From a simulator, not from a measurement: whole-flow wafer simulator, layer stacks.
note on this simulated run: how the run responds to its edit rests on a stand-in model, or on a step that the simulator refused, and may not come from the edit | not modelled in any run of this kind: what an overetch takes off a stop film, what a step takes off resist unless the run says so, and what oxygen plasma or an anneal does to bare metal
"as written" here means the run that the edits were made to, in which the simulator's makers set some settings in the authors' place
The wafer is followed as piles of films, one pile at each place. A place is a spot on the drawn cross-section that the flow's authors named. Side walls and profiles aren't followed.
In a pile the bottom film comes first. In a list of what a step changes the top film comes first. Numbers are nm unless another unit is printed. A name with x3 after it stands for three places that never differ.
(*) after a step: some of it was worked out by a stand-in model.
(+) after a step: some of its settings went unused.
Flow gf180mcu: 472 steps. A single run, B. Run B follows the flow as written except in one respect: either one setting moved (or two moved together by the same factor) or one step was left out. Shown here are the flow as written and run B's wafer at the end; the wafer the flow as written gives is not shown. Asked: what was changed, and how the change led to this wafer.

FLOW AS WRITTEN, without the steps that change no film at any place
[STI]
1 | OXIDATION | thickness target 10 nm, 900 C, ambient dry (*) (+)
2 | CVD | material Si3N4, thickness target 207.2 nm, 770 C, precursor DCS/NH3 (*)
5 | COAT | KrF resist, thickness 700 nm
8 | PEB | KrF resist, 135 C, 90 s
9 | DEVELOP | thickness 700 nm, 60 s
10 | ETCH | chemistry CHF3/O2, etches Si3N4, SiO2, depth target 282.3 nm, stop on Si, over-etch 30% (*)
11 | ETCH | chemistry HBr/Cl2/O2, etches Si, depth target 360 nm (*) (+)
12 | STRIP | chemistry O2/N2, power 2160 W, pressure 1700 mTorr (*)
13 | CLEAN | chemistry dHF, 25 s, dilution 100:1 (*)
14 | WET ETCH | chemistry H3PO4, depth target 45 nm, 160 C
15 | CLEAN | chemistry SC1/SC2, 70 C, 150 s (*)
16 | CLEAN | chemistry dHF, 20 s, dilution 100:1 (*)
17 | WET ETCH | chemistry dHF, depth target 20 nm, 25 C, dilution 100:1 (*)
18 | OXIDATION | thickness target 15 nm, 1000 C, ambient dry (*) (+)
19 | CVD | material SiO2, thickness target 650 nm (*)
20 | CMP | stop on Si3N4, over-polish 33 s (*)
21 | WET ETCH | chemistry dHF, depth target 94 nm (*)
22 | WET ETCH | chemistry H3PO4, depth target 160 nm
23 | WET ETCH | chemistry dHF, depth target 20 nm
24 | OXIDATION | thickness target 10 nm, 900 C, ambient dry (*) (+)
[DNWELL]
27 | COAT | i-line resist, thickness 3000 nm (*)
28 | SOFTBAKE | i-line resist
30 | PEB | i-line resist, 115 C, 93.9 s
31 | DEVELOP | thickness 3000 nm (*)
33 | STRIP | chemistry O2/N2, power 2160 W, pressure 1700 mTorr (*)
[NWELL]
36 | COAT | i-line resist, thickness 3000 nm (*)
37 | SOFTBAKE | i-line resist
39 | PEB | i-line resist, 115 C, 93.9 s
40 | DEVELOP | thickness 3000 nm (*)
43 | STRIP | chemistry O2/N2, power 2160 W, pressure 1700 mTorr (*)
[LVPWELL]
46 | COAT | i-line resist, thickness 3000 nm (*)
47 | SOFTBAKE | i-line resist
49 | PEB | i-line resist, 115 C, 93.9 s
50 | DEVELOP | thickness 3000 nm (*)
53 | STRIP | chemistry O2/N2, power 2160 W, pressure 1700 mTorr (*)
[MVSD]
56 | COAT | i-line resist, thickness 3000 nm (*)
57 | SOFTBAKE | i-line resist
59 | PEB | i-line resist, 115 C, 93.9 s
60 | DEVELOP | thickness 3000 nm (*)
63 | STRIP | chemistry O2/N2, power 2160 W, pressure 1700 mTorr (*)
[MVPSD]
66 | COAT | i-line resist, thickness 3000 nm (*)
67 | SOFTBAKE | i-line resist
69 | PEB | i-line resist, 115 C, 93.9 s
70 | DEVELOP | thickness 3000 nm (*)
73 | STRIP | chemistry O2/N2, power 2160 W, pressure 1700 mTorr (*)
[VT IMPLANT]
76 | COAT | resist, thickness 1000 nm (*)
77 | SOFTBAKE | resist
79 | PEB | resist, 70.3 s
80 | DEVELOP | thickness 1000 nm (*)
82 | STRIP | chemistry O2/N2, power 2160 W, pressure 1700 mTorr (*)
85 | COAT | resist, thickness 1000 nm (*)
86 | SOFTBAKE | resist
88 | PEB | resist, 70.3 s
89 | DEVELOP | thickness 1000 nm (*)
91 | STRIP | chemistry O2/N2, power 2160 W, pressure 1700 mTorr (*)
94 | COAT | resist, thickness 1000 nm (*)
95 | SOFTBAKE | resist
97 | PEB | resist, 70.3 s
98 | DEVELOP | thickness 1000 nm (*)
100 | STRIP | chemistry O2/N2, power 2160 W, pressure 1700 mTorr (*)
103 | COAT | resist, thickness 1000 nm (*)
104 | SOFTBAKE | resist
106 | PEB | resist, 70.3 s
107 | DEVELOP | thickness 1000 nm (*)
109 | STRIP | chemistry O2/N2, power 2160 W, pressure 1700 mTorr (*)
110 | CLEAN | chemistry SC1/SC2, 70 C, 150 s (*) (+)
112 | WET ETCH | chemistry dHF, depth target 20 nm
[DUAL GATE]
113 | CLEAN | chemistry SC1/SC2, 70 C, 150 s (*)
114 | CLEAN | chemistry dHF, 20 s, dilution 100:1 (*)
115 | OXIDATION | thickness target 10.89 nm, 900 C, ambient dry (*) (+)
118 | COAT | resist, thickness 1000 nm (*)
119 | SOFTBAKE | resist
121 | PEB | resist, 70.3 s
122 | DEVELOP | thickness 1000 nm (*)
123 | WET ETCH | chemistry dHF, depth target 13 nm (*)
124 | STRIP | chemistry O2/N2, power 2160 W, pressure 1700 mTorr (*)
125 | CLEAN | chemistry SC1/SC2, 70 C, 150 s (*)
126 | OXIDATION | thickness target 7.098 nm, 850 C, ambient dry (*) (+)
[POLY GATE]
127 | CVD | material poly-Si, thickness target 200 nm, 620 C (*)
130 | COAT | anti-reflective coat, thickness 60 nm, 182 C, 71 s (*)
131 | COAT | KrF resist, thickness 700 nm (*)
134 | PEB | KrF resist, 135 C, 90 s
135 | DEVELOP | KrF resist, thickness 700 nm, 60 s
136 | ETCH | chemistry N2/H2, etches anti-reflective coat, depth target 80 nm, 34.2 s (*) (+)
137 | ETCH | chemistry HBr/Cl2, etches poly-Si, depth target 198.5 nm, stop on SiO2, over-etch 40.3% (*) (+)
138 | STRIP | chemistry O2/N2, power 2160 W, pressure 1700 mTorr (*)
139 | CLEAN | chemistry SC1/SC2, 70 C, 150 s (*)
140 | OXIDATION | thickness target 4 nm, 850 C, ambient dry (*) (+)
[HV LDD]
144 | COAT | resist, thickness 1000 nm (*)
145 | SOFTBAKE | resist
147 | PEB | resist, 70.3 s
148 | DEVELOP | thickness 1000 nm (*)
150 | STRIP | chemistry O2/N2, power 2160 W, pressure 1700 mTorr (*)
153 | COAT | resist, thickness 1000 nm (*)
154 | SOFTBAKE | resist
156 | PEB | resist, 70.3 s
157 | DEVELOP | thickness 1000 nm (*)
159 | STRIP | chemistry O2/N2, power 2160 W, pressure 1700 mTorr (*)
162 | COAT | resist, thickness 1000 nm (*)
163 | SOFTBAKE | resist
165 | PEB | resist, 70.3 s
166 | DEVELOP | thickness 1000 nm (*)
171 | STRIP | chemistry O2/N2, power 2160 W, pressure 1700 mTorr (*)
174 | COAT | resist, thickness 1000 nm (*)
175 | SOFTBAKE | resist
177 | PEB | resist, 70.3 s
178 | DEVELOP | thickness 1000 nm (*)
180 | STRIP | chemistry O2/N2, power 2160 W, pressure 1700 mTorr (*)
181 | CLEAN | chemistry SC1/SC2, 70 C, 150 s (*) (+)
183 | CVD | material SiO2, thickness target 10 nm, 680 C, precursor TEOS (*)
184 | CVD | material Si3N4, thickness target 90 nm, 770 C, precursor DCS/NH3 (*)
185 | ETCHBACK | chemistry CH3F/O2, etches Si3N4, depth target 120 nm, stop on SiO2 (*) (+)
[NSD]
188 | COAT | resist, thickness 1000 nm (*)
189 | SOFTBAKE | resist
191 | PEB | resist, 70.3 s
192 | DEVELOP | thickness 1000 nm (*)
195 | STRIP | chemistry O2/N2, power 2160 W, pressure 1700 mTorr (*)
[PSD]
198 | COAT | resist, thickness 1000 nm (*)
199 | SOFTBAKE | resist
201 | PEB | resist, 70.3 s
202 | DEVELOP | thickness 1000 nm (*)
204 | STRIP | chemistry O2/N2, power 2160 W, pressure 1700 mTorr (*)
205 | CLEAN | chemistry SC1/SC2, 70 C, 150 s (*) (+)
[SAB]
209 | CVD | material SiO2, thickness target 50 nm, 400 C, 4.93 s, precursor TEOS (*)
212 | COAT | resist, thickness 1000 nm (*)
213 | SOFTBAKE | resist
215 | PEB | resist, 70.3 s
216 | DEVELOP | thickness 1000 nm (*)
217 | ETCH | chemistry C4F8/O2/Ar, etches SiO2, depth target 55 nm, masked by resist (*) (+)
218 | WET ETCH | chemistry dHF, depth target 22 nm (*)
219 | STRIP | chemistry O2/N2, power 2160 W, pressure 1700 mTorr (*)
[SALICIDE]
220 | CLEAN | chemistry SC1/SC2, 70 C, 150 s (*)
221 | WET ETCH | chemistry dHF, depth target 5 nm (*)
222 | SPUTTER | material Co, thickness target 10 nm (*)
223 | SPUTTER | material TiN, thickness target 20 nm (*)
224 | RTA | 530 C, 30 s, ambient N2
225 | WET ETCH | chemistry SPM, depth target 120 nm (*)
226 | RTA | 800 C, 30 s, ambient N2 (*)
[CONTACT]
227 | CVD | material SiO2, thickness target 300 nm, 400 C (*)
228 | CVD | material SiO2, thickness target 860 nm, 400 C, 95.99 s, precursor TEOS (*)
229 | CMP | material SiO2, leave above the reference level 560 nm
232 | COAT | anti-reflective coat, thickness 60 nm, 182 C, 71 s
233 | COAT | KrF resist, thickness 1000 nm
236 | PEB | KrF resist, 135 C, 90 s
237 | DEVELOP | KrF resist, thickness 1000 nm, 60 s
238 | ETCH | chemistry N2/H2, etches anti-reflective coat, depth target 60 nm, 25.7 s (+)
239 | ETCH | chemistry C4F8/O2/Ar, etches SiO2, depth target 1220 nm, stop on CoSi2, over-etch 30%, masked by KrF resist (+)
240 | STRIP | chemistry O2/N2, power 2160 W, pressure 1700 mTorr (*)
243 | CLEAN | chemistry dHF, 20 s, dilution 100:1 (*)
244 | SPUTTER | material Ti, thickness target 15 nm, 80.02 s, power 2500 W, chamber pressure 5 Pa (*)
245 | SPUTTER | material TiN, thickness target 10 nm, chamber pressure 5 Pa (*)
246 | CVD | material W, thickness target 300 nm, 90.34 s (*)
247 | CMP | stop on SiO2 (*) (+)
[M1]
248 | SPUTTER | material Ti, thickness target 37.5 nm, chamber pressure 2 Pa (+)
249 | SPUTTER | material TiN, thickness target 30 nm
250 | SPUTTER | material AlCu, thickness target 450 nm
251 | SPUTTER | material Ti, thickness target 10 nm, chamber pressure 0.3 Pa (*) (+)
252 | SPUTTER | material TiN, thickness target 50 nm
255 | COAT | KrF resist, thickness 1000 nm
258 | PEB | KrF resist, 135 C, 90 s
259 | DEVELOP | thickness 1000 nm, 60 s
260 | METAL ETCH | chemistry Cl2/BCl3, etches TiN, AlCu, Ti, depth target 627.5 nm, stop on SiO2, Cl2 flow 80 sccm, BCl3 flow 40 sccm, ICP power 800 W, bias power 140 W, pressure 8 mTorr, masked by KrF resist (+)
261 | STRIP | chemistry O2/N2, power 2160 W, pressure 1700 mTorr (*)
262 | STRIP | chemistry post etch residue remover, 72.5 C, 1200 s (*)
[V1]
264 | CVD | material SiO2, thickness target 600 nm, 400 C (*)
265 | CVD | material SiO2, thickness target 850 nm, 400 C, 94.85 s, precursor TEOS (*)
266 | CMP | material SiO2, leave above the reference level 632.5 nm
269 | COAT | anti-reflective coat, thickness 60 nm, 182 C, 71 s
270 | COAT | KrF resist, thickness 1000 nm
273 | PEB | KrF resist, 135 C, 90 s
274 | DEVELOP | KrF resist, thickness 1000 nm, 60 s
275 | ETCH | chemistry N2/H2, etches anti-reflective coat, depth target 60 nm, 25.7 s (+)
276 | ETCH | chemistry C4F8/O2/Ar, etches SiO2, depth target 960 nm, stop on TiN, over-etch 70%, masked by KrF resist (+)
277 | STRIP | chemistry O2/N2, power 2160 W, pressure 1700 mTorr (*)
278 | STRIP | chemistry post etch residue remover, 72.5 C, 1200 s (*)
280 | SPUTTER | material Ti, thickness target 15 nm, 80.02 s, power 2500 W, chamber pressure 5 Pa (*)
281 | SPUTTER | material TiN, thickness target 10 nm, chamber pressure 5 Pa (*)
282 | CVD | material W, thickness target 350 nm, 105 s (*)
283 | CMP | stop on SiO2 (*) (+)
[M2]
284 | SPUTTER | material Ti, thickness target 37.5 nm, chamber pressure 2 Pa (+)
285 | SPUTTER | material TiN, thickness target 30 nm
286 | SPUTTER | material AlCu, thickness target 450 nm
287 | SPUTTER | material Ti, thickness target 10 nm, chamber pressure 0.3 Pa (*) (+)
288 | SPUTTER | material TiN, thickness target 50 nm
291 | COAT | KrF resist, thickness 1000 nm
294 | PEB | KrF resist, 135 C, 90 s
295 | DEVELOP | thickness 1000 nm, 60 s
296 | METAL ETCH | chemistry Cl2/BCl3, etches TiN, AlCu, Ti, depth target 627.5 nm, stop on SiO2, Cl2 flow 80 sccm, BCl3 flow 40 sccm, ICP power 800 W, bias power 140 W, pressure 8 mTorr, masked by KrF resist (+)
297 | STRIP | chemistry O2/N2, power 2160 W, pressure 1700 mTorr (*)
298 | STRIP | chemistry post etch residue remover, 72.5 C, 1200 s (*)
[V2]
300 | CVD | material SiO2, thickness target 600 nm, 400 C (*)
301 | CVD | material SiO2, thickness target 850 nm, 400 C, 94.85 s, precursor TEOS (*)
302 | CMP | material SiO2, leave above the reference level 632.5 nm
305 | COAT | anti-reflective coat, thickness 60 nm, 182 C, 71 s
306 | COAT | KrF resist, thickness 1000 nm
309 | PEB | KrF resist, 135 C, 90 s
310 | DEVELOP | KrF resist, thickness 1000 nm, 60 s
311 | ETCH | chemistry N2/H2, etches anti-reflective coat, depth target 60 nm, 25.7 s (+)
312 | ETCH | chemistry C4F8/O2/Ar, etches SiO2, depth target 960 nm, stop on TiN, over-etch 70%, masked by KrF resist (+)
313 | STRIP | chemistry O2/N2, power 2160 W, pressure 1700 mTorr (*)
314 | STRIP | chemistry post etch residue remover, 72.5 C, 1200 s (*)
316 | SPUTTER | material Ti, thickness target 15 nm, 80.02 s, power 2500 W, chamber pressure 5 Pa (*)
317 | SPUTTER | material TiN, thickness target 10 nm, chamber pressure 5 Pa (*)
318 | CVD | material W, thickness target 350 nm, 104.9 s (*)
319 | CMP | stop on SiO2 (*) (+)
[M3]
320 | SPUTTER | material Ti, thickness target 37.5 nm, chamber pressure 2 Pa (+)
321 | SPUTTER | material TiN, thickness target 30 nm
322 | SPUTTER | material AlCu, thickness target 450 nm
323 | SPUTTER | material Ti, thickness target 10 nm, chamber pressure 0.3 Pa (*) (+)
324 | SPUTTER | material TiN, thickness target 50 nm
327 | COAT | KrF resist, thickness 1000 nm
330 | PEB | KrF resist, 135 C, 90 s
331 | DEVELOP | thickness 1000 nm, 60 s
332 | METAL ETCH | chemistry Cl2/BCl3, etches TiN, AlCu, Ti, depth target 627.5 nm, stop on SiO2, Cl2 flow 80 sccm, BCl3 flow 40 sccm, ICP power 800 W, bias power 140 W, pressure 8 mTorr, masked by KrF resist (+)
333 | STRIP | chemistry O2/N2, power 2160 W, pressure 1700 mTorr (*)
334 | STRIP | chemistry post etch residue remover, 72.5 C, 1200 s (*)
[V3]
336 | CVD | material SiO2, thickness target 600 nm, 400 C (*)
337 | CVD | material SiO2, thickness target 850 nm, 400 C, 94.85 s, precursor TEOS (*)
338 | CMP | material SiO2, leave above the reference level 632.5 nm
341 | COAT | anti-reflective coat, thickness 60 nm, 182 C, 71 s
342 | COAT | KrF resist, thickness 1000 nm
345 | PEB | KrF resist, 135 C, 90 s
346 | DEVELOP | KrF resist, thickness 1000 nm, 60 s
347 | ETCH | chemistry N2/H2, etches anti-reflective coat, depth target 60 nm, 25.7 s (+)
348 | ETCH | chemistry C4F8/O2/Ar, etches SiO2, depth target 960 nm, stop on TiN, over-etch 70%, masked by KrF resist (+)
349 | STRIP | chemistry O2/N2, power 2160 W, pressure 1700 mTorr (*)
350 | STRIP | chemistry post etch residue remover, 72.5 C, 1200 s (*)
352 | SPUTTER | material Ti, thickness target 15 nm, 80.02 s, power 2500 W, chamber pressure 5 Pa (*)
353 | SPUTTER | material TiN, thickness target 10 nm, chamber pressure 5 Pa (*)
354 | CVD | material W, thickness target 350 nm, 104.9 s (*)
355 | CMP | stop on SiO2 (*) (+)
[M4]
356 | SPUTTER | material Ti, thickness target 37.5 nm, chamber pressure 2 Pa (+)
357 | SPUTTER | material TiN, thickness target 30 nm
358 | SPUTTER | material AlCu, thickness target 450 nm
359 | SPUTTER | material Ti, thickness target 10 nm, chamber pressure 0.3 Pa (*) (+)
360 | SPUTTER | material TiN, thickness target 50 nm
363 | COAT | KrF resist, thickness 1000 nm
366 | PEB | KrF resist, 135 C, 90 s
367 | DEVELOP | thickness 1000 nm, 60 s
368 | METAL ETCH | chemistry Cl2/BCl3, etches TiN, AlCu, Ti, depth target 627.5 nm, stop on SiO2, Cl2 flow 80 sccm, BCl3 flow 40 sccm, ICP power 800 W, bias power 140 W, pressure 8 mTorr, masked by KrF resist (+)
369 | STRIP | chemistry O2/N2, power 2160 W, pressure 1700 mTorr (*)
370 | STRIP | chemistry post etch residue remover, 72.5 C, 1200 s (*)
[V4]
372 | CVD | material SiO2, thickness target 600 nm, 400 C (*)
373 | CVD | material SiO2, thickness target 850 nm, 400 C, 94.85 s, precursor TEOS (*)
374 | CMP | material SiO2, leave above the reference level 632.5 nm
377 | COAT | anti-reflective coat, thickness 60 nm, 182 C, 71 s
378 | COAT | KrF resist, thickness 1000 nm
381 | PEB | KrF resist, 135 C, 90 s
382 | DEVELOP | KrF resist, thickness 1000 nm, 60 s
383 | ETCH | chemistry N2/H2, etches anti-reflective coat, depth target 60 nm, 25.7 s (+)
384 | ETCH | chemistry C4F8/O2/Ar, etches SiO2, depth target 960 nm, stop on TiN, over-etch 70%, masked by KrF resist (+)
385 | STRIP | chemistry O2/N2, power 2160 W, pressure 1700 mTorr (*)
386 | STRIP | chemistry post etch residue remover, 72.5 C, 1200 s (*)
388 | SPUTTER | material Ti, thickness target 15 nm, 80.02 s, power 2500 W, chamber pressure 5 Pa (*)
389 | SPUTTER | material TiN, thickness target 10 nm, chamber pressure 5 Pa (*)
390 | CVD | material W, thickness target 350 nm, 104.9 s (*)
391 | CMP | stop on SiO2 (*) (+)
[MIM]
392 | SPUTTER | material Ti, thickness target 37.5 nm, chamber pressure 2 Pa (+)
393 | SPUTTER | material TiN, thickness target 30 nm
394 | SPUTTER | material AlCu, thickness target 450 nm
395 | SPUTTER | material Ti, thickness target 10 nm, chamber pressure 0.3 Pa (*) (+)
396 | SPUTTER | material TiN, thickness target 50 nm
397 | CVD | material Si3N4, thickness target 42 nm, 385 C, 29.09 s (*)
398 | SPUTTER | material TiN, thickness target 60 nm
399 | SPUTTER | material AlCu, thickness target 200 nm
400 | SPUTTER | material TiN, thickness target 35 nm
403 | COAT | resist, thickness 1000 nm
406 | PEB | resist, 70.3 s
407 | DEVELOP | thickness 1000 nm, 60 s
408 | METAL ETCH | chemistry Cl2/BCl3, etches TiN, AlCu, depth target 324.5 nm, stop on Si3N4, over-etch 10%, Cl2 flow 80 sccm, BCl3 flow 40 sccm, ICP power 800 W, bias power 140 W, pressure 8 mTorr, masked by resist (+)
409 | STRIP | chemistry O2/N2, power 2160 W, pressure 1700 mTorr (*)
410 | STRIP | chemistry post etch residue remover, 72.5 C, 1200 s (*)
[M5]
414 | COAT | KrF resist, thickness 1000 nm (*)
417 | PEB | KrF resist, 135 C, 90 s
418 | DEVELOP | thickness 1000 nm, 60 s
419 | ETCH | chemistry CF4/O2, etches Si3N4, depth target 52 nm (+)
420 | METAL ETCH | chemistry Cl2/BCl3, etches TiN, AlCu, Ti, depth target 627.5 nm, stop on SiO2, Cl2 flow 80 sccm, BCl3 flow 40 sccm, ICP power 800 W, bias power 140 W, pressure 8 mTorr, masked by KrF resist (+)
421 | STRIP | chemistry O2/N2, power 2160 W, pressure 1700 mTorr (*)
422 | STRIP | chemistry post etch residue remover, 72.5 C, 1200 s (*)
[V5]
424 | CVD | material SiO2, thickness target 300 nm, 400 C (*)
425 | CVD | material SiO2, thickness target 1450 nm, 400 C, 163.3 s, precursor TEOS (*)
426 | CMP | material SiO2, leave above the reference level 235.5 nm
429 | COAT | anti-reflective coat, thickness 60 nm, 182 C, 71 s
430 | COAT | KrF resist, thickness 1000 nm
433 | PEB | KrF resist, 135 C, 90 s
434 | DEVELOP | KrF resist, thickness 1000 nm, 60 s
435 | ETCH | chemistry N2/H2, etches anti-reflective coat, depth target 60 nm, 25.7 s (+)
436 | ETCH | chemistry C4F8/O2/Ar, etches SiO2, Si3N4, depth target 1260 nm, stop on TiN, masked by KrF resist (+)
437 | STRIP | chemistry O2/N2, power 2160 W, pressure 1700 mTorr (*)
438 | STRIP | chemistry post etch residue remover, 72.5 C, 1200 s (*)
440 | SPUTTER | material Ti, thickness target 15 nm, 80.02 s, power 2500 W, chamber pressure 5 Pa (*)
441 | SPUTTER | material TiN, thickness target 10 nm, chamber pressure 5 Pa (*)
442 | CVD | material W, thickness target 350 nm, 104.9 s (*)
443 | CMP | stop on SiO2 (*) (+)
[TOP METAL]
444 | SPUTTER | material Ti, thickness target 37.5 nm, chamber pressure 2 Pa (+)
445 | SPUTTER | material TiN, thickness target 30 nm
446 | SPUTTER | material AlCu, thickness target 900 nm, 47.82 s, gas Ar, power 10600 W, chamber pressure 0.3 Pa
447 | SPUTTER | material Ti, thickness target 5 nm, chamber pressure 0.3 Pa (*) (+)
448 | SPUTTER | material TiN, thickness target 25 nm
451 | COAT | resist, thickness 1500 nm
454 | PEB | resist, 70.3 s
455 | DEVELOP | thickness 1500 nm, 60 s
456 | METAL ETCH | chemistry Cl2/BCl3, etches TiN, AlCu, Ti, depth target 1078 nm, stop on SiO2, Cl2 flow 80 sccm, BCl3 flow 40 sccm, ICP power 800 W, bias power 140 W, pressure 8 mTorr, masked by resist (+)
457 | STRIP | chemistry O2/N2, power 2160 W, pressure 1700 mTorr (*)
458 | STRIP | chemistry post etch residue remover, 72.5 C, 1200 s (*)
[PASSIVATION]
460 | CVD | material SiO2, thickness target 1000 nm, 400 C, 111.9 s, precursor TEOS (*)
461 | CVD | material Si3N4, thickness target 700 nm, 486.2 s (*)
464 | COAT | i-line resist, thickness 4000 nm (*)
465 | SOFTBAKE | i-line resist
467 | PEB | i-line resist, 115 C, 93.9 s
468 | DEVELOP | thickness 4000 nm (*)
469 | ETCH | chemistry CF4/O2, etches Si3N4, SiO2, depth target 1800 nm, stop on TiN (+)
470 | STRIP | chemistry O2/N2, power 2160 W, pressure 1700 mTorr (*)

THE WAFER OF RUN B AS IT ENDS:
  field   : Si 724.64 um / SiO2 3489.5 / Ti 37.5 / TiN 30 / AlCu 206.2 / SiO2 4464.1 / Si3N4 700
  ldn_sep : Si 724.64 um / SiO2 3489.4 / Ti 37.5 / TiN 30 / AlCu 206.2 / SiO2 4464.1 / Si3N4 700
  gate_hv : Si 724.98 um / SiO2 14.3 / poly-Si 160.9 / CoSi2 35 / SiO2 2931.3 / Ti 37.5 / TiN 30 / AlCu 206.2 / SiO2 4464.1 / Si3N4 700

What caused this: step 332, METAL ETCH: depth target 298.1 nm was run, while the flow as written has depth target 627.5 nm.

The path from the change to this, step by step:
  332 | METAL ETCH | chemistry Cl2/BCl3, etches TiN, AlCu, Ti, depth target 627.5 nm, stop on SiO2, Cl2 flow 80 sccm, BCl3 flow 40 sccm, ICP power 800 W, bias power 140 W, pressure 8 mTorr, masked by KrF resist (+)
      field, field__w1, field__w2 and 103 more: TiN loses 50 (all of it), Ti loses 10 (all of it), AlCu loses 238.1 (in the flow as written it would be: TiN loses 50 (all of it), Ti loses 10 (all of it), AlCu loses 450 (all of it), TiN loses 30 (all of it), Ti loses 37.5 (all of it))
      field__w8, contact, m1, m1__w1, m1_nw: KrF resist loses 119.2 (in the flow as written it would be: KrF resist loses 251)
  333 | STRIP | chemistry O2/N2, power 2160 W, pressure 1700 mTorr (*)
      field__w8, contact, m1, m1__w1, m1_nw: KrF resist loses 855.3 (all of it) (in the flow as written it would be: KrF resist loses 723.5 (all of it))
  334 | STRIP | chemistry post etch residue remover, 72.5 C, 1200 s (*)
      field, field__w1, field__w2 and 103 more: AlCu loses 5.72 (in the flow as written it would be: nothing)
  336 | CVD | material SiO2, thickness target 600 nm, 400 C (*)
      field, field__w1, field__w2 and 103 more: SiO2 gains 600 (new film) (in the flow as written it would be: SiO2 gains 600)
  338 | CMP | material SiO2, leave above the reference level 632.5 nm
      field, field__w1, field__w2 and 103 more: SiO2 loses 573.7 (in the flow as written it would be: SiO2 loses 300)
If metal films that touch count as one body, field has 1 body; the flow as written gives 0 bodies.
If metal films that touch count as one body, ldn_sep has 1 body; the flow as written gives 0 bodies.
If metal films that touch count as one body, gate_hv has 2 bodies (between them, from the top down: SiO2 2931.3); the flow as written gives 1 body.
